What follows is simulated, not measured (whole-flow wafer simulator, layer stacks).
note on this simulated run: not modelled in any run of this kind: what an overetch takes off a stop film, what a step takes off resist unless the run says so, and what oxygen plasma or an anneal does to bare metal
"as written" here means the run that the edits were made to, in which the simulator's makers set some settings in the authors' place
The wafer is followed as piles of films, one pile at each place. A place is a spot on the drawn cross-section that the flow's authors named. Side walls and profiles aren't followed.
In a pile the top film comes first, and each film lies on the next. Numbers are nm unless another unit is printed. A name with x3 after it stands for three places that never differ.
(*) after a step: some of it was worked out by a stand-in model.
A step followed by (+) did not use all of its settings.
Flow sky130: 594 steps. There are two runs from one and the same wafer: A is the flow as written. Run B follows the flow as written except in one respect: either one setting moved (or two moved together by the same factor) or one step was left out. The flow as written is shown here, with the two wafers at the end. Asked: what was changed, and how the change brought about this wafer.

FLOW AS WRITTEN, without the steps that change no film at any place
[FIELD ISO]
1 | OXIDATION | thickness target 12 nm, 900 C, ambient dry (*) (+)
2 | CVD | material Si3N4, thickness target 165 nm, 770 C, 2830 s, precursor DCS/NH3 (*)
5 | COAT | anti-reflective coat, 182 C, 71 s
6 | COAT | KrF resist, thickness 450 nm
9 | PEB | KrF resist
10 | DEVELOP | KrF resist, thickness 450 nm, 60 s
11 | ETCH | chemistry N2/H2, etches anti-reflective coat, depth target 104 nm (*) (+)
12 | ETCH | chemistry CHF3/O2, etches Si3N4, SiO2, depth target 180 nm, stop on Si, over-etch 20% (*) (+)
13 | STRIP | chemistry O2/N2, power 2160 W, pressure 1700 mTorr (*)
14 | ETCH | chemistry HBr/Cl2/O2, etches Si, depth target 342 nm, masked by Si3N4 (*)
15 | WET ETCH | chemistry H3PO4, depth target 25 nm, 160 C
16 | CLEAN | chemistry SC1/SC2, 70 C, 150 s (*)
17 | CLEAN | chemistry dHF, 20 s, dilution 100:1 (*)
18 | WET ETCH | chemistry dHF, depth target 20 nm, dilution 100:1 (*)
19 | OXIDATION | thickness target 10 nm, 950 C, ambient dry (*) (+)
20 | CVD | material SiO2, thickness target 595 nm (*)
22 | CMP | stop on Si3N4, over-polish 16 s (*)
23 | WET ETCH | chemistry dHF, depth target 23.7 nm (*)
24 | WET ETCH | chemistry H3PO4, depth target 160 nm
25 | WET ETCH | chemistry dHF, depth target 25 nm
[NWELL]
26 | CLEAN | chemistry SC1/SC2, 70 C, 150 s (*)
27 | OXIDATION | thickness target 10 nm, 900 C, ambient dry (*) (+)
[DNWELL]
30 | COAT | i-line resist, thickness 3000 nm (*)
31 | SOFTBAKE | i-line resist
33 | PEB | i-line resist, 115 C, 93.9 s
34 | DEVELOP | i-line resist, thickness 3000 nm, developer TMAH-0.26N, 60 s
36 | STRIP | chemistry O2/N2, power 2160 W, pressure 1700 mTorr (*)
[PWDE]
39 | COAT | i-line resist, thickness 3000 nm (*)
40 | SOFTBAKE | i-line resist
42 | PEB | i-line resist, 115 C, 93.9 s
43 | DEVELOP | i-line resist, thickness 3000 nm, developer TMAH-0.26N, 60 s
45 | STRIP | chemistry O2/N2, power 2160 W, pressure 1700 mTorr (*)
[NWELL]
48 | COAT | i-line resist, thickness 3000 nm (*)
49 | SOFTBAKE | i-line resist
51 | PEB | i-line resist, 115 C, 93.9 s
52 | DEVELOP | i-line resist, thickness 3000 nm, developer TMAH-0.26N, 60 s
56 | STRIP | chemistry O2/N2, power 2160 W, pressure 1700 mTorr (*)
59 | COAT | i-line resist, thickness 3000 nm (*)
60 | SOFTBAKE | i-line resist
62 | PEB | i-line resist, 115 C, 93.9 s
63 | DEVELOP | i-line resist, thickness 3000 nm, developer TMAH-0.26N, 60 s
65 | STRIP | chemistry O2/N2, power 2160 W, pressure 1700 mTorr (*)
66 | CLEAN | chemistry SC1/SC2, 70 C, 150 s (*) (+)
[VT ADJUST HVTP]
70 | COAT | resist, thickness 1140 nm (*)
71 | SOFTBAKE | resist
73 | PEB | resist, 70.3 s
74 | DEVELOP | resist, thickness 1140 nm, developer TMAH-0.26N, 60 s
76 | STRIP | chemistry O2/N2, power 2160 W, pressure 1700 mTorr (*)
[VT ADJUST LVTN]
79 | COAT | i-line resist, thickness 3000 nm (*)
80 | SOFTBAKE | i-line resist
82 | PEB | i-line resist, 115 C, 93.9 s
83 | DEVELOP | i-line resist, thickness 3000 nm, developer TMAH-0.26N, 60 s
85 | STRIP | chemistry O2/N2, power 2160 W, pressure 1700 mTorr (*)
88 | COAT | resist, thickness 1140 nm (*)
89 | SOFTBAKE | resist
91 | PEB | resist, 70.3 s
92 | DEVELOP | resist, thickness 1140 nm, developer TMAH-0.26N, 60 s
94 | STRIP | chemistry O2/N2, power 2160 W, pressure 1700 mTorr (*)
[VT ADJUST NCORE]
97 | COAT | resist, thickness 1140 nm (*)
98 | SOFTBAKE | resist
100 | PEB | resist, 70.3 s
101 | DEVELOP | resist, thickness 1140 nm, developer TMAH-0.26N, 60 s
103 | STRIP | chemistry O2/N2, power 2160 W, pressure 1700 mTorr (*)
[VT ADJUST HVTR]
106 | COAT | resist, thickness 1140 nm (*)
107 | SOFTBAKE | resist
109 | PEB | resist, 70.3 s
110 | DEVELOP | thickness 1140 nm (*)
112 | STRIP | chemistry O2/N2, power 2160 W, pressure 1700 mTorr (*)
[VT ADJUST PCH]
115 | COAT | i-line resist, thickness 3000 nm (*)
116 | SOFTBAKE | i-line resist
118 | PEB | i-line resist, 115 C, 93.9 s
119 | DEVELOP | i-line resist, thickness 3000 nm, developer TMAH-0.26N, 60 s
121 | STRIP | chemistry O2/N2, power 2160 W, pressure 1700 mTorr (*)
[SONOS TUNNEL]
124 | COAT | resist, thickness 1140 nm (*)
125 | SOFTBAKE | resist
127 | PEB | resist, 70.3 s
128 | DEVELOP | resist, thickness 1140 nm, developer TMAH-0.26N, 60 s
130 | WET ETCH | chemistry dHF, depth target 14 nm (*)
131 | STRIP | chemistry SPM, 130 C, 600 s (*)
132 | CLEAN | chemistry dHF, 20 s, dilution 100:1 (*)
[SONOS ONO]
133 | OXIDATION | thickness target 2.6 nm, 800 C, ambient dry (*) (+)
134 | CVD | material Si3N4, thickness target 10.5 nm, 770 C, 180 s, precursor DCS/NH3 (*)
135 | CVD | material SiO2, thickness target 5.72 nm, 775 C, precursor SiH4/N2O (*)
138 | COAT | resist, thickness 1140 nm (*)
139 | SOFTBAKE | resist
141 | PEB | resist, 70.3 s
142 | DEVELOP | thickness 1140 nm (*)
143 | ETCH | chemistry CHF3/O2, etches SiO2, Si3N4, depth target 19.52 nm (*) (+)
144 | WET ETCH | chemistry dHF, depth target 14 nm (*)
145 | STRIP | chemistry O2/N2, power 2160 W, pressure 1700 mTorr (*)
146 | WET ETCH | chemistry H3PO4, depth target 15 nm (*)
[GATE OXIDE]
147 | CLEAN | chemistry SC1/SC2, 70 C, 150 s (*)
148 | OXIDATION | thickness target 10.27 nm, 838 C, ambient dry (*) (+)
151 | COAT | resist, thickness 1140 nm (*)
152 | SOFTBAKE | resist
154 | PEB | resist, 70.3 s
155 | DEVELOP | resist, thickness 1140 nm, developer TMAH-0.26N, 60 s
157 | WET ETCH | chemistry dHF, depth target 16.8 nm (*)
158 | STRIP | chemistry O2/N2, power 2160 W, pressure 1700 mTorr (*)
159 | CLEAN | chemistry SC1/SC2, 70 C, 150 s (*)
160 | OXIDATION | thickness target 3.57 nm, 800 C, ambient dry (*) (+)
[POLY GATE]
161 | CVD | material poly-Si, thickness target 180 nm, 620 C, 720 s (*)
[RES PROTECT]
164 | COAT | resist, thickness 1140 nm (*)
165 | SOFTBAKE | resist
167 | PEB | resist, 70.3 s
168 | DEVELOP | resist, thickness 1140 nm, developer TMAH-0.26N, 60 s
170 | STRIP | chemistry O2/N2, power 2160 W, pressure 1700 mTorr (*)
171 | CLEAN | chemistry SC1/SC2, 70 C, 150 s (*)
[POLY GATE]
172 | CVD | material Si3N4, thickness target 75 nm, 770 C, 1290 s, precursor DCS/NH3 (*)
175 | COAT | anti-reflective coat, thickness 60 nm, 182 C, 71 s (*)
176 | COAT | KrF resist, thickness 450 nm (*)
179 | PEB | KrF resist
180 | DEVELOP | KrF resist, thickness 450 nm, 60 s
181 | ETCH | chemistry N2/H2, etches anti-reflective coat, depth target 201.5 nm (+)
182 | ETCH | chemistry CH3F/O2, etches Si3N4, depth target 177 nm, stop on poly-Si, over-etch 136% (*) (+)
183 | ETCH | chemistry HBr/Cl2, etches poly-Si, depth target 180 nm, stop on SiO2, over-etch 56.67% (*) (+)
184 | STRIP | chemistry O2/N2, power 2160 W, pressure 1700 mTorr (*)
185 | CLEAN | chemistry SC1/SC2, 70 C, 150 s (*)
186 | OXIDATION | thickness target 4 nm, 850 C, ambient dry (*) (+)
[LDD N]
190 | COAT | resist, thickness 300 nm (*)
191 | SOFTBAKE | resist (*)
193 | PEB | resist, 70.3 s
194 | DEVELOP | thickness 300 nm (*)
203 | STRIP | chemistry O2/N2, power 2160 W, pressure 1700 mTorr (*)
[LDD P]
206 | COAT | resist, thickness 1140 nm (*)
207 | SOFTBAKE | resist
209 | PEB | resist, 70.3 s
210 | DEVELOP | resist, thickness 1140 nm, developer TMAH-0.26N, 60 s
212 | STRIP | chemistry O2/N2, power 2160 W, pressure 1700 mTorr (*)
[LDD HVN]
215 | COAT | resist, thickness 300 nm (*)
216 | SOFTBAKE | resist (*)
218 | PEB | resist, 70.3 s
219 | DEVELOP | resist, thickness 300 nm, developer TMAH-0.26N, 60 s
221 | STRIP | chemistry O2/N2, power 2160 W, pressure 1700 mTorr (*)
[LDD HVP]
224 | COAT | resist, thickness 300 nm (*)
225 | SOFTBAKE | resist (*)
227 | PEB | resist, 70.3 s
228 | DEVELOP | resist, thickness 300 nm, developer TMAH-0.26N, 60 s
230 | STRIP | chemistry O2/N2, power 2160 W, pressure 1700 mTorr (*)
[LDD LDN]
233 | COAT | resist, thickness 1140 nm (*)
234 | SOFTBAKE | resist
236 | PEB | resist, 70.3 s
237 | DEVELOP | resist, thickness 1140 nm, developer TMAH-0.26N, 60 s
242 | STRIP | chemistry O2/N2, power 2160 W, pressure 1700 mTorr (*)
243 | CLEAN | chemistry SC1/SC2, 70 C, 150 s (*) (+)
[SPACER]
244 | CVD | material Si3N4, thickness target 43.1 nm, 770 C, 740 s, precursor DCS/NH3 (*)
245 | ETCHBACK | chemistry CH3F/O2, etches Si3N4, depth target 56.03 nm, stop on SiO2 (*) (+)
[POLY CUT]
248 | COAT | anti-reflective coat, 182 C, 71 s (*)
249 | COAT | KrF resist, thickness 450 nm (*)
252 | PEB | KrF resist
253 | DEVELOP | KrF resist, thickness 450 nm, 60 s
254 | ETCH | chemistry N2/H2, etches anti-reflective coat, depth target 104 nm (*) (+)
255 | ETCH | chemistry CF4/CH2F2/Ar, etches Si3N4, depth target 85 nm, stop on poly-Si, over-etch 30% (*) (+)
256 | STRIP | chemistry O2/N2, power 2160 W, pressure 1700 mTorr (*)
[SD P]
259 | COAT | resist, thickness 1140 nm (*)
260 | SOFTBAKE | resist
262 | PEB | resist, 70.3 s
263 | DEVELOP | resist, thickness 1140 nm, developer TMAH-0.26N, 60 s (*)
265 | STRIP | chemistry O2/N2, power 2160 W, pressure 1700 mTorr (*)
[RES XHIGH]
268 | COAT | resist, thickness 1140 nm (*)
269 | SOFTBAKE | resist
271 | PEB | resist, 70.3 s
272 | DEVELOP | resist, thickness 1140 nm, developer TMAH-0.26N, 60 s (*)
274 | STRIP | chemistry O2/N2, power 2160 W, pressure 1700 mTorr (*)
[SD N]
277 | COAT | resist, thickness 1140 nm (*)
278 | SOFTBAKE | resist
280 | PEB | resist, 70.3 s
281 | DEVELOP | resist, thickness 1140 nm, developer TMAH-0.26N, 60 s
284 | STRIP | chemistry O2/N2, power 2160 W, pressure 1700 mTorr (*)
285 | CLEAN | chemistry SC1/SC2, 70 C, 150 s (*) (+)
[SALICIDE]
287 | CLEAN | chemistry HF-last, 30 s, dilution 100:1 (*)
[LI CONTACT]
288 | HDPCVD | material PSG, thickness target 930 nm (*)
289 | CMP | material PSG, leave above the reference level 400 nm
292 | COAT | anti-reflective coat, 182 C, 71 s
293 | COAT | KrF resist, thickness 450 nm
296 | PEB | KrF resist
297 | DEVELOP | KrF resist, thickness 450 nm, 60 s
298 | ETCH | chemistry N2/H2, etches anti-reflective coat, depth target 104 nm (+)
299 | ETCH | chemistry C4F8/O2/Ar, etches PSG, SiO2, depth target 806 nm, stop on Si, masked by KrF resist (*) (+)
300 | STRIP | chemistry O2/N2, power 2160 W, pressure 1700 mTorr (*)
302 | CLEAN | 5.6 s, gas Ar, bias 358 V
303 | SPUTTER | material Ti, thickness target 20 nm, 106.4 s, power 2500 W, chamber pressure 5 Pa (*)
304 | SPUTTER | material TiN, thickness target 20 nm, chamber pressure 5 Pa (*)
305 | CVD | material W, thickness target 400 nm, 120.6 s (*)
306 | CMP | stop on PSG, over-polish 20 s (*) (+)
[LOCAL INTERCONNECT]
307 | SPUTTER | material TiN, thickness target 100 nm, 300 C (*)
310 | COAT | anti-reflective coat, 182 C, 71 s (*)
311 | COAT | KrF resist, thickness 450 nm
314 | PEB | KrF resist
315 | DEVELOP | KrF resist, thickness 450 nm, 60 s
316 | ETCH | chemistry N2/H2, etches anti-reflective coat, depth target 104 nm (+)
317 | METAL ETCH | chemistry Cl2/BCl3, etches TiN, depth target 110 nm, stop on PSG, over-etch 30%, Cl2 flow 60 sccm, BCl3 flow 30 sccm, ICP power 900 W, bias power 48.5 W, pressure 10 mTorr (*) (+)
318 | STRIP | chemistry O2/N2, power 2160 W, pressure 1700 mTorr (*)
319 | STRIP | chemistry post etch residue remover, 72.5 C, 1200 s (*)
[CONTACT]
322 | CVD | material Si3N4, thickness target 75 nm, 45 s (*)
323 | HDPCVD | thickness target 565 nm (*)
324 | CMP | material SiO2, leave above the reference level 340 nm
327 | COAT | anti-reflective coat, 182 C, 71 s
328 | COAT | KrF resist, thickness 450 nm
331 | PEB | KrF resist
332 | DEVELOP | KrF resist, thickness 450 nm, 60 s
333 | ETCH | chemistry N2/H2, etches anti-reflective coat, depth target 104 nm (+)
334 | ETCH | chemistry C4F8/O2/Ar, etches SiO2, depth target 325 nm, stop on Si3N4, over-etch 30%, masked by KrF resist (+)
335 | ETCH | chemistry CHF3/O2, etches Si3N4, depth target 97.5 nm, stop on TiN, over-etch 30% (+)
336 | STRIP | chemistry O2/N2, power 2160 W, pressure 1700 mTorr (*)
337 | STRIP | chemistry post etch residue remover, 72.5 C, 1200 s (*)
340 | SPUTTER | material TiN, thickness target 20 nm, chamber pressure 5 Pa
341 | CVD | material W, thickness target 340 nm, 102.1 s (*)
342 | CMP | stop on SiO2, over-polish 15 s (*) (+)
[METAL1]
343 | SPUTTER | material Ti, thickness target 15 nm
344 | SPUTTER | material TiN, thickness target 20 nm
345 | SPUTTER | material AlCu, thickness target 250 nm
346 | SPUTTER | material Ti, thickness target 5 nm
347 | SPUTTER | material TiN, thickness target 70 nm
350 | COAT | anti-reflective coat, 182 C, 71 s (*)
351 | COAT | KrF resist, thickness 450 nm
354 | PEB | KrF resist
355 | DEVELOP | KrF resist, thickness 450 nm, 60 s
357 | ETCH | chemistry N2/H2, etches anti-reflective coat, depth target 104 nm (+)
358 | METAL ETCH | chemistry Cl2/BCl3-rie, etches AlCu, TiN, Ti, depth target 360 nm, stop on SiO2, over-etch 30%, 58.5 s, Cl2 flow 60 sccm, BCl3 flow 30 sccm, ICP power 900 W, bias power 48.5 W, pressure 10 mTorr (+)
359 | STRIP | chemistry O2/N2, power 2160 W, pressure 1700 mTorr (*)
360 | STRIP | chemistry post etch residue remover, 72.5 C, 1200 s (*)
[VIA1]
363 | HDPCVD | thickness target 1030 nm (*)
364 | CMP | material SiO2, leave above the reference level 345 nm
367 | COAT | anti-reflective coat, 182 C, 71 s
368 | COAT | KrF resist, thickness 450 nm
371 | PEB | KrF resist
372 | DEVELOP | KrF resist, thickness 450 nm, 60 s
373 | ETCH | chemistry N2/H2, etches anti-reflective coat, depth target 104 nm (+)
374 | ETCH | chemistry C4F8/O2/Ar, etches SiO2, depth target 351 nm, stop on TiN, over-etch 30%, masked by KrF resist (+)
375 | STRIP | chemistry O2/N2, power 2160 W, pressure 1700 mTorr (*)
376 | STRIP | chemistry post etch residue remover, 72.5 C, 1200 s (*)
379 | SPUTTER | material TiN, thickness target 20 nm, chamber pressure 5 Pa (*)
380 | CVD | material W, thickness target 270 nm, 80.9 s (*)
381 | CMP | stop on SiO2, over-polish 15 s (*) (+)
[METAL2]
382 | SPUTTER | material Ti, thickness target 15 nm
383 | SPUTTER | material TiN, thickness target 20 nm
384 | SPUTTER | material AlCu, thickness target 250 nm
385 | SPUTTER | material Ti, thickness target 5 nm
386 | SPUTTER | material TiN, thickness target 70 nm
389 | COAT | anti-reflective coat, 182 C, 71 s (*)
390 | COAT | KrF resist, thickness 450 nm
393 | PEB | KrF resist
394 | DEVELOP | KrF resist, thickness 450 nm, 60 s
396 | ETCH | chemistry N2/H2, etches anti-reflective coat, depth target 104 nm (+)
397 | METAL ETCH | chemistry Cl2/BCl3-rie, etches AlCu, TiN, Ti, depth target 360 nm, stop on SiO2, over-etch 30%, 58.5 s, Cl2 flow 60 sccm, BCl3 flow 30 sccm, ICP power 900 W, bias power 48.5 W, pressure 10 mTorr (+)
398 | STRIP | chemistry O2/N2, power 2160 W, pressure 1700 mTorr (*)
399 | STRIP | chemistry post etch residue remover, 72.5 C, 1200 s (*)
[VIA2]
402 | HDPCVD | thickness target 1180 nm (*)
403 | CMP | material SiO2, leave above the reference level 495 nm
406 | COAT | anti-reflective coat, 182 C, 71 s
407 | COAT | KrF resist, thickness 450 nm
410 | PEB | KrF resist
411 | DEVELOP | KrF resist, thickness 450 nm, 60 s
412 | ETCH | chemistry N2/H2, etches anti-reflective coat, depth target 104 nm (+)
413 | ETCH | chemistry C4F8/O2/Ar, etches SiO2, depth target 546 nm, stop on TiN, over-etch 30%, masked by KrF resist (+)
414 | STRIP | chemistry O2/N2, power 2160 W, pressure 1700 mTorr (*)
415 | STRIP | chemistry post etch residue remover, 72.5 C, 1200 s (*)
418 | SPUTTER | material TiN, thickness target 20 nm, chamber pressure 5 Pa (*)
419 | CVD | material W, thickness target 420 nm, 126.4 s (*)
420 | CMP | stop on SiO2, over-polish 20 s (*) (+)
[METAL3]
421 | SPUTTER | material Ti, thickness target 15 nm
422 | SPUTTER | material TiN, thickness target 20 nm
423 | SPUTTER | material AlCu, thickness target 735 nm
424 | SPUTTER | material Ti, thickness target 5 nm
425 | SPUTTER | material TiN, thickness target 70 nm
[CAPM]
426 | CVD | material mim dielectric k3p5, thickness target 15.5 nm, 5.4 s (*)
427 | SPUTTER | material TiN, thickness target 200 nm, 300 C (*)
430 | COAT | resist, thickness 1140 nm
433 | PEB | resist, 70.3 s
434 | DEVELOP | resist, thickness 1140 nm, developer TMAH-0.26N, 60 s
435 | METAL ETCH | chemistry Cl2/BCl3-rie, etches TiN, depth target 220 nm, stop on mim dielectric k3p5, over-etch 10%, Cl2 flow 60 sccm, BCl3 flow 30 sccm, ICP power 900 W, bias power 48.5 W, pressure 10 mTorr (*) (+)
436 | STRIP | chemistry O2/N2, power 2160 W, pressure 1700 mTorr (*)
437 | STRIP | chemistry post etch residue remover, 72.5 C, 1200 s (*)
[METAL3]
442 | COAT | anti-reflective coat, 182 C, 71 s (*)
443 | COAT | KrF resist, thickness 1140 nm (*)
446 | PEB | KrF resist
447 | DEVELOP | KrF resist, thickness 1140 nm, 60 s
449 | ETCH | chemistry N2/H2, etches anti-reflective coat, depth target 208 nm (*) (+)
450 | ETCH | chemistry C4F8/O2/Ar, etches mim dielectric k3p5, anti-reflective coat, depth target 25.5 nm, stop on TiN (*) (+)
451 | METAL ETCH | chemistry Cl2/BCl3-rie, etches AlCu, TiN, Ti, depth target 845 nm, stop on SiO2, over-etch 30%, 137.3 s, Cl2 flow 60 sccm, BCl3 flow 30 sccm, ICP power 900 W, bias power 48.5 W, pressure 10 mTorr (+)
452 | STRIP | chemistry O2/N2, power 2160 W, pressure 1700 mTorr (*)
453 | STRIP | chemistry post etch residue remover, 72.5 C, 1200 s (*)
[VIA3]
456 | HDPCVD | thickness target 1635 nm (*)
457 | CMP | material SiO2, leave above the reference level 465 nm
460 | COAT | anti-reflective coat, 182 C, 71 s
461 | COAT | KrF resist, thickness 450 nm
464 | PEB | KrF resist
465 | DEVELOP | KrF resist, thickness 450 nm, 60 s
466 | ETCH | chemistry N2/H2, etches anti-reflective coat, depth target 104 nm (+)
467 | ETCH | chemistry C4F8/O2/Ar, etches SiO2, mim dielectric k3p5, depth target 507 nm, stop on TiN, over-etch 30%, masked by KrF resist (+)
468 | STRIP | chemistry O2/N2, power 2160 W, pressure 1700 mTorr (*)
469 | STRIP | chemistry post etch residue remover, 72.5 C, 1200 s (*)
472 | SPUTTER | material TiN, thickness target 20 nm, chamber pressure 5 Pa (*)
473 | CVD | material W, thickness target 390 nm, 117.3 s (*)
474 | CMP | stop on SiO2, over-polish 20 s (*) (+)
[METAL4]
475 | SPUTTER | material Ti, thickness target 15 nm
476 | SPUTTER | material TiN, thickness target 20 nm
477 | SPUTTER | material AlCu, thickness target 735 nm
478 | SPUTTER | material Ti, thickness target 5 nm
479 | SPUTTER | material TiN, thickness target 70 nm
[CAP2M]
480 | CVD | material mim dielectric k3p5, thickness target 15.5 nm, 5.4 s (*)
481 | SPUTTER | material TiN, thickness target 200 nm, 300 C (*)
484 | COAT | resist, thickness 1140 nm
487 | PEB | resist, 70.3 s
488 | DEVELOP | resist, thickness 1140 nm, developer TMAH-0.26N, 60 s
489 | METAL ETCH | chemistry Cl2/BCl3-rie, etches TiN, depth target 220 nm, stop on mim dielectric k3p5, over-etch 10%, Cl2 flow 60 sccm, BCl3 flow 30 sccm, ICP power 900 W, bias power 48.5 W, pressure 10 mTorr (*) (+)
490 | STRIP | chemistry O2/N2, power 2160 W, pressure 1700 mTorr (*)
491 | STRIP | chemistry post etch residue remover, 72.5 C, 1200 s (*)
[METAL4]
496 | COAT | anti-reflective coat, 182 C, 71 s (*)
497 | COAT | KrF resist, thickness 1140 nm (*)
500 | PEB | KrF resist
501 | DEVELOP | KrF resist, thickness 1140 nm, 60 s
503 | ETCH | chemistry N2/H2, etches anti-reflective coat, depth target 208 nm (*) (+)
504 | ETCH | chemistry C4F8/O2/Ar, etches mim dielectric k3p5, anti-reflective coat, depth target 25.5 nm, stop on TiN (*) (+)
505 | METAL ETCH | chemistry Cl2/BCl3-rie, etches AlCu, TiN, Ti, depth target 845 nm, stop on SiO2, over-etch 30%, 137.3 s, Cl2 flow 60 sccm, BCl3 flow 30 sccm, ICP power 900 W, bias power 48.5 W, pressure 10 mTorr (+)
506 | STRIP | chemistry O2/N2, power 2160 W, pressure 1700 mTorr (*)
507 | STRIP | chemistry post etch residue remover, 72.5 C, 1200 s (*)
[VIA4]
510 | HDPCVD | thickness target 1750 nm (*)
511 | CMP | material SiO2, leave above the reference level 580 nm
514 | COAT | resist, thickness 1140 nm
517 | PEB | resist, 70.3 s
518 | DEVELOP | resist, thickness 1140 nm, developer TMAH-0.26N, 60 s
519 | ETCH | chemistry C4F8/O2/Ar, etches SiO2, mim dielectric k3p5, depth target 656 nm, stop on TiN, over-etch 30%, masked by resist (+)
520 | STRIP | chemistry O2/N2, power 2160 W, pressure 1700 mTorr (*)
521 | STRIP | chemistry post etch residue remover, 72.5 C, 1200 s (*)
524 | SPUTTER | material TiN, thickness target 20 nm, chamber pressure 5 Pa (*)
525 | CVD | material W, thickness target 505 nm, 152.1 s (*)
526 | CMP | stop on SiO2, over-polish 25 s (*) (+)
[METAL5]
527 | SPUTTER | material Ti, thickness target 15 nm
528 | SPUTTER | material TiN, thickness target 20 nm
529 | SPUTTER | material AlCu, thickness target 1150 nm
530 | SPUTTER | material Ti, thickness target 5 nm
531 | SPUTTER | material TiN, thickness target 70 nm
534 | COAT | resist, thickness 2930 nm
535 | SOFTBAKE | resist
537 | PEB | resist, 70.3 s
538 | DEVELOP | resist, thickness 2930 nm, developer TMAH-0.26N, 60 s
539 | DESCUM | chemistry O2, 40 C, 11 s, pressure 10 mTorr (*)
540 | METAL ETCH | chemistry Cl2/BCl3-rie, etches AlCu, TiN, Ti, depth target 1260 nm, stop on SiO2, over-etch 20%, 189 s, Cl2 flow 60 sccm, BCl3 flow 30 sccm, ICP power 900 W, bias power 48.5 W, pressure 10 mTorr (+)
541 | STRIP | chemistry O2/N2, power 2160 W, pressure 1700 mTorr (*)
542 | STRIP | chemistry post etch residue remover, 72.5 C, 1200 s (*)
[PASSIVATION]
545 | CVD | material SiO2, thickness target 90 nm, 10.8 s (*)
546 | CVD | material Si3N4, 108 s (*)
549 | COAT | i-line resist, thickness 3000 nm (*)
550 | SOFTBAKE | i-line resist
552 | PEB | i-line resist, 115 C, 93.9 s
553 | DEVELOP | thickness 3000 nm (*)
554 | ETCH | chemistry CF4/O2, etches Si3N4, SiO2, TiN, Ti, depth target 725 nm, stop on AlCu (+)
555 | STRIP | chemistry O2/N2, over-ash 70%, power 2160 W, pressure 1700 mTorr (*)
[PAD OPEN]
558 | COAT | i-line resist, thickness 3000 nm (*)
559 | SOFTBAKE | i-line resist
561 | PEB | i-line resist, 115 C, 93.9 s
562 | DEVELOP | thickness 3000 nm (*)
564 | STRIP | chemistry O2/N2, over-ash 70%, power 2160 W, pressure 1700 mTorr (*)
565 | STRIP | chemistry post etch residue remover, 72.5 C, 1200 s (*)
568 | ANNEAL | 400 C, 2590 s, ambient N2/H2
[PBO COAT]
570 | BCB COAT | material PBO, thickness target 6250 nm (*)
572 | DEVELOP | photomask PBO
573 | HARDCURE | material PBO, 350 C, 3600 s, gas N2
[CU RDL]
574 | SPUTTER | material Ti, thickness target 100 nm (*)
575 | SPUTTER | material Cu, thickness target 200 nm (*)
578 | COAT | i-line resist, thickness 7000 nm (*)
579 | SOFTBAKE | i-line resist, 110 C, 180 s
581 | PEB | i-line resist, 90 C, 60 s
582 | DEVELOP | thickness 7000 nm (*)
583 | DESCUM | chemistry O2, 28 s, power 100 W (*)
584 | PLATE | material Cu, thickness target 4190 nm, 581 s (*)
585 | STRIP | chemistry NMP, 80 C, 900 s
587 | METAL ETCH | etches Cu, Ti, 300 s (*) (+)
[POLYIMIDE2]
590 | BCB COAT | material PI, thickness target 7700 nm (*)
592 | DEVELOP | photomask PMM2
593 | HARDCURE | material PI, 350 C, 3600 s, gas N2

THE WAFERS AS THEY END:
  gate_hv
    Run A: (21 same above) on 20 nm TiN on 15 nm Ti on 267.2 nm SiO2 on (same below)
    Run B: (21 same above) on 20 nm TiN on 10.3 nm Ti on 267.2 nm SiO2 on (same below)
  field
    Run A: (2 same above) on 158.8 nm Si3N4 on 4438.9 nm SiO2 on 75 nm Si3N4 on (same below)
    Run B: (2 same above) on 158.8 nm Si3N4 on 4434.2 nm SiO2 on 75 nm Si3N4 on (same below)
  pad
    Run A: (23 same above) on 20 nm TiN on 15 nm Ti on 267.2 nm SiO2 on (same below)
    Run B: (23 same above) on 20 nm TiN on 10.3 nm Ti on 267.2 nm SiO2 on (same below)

The reason: step 382, SPUTTER: thickness target 10.3 nm was run, though the flow has thickness target 15 nm.
The wafer lets one read it off: gate_hv has Ti 10.3, and step 382 as written asks for 15 nm.

How this came from the change, step by step:
  382 | SPUTTER | material Ti, thickness target 15 nm
      field, active, n_well and 188 more: A +15 Ti (new film) | B +10.3 Ti (new film)
  397 | METAL ETCH | chemistry Cl2/BCl3-rie, etches AlCu, TiN, Ti, depth target 360 nm, stop on SiO2, over-etch 30%, 58.5 s, Cl2 flow 60 sccm, BCl3 flow 30 sccm, ICP power 900 W, bias power 48.5 W, pressure 10 mTorr (+)
      field, active, gate and 82 more: A -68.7 TiN (all of it), -5 Ti (all of it), -250 AlCu (all of it), -20 TiN (all of it), -15 Ti (all of it), -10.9 SiO2 | B -68.7 TiN (all of it), -5 Ti (all of it), -250 AlCu (all of it), -20 TiN (all of it), -10.3 Ti (all of it), -11.4 SiO2
